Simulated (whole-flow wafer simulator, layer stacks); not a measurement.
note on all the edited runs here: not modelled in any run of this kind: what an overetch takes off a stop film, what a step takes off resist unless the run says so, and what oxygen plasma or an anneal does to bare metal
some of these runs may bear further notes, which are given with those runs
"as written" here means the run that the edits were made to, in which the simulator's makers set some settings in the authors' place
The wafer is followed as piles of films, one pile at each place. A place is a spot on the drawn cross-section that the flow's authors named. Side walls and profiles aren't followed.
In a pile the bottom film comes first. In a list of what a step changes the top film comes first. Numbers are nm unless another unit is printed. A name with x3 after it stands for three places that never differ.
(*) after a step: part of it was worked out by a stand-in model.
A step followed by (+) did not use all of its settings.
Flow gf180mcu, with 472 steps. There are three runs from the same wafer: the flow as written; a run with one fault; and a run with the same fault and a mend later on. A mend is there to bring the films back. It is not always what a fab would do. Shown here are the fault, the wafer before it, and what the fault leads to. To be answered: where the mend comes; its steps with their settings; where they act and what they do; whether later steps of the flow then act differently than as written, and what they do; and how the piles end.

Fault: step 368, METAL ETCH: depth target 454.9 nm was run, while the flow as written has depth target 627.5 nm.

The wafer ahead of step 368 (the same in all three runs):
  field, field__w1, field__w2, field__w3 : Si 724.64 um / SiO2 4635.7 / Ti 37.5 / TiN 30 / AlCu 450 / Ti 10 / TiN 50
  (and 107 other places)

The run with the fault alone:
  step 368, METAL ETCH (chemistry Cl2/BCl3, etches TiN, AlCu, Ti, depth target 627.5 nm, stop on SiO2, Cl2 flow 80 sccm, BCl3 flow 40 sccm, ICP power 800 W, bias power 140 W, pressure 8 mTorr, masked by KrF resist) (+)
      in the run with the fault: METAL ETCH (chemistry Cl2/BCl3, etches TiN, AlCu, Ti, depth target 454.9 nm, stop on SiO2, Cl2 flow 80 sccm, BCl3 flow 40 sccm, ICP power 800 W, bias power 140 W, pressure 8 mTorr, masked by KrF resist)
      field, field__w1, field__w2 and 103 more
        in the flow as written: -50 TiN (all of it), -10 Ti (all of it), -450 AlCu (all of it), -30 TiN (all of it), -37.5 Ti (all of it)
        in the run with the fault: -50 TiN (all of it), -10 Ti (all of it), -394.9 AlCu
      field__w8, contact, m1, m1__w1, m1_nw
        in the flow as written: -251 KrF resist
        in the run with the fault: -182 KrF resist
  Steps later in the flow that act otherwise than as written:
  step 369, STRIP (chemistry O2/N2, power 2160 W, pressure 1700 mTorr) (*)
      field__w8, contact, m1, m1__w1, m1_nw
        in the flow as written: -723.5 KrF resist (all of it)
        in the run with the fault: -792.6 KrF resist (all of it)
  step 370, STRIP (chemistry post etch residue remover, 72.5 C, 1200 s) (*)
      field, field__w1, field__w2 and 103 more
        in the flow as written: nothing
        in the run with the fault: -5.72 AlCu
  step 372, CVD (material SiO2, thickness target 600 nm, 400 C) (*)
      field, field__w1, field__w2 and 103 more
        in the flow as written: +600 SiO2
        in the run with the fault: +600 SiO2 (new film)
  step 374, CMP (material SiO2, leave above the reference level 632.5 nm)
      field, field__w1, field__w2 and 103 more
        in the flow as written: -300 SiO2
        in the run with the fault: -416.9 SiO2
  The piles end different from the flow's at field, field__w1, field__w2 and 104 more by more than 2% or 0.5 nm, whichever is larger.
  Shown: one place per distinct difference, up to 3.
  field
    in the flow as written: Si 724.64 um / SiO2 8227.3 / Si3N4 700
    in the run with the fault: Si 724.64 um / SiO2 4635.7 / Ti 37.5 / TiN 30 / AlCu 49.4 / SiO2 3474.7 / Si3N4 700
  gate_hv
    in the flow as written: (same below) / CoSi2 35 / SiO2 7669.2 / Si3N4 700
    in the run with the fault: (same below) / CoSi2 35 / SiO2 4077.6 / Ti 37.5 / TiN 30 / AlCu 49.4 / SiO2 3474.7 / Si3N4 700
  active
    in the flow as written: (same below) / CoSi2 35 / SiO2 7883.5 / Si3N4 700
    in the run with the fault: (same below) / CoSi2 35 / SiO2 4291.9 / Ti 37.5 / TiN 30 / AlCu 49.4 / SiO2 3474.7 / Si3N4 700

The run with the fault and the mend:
  The mend follows step 370.
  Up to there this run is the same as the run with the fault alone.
  step 370a, DEHYDRATE (200 C, 60 s) (a further turn of the flow's step 361)
      does not change any film at any place that is followed
  step 370b, HMDS (120 C, 60 s) (a further turn of the flow's step 362)
      does not change any film at any place that is followed
  step 370c, COAT (KrF resist, thickness 1000 nm) (*) (a further turn of the flow's step 363)
      iso_ptap_pw, iso_ntap_nw, iso_nw_fld and 33 more
        +1000 KrF resist (new film)
      field_sub, field_sub__w1, field_sub__w2 and 15 more
        +1002.7 KrF resist (new film)
      p_well, sti, spacer and 6 more
        +1003 KrF resist (new film)
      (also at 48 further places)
  step 370d, SOFTBAKE (KrF resist) (a further turn of the flow's step 364)
      does not change any film at any place that is followed
  step 370e, EXPOSE (photomask Metal4) (a further turn of the flow's step 365)
      does not change any film at any place that is followed
  step 370f, PEB (KrF resist, 135 C, 90 s) (a further turn of the flow's step 366)
      field__w1, field__w2, field__w3 and 56 more
        -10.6 KrF resist
      iso_ptap_pw, iso_ntap_nw, iso_nw_fld and 33 more
        -10.5 KrF resist
      gate_hv, sd_p, nw_sep_fld, polyc_n, polyc_n_rim
        -10.7 KrF resist
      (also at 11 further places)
  step 370g, DEVELOP (thickness 1000 nm, 60 s) (a further turn of the flow's step 367)
      iso_ptap_pw, iso_ntap_nw, iso_nw_fld and 33 more
        -989.5 KrF resist (all of it)
      field_sub, field_sub__w1, field_sub__w2 and 14 more
        -992.1 KrF resist (all of it)
      field__w11, field__w13, p_well and 8 more
        -992.5 KrF resist (all of it)
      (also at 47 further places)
  step 370h, METAL ETCH (chemistry Cl2/BCl3, etches TiN, AlCu, Ti, depth target 172.6 nm, stop on SiO2, Cl2 flow 80 sccm, BCl3 flow 40 sccm, ICP power 800 W, bias power 140 W, pressure 8 mTorr, masked by KrF resist) (+) (a further turn of the flow's step 368, with different settings)
      field, field__w1, field__w2 and 103 more
        -49.4 AlCu (all of it), -30 TiN (all of it), -37.5 Ti (all of it)
      field__w8, contact, m1, m1__w1, m1_nw
        -69 KrF resist
  step 370i, STRIP (chemistry O2/N2, power 2160 W, pressure 1700 mTorr) (*) (a further turn of the flow's step 369)
      field__w8
        -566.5 KrF resist (all of it)
      contact
        -564.6 KrF resist (all of it)
      m1
        -567.4 KrF resist (all of it)
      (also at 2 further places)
  step 370j, STRIP (chemistry post etch residue remover, 72.5 C, 1200 s) (*) (a further turn of the flow's step 370)
      field__w8, contact, m1, m1__w1, m1_nw
        -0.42 TiN
  Every later step of the flow that is run acts as written, at every place that is followed, to within 2% or 0.5 nm, whichever is larger.
  When the end is reached, the piles differ only a little from the flow's at the places that both follow, at most by 2% or 0.5 nm, whichever is larger.
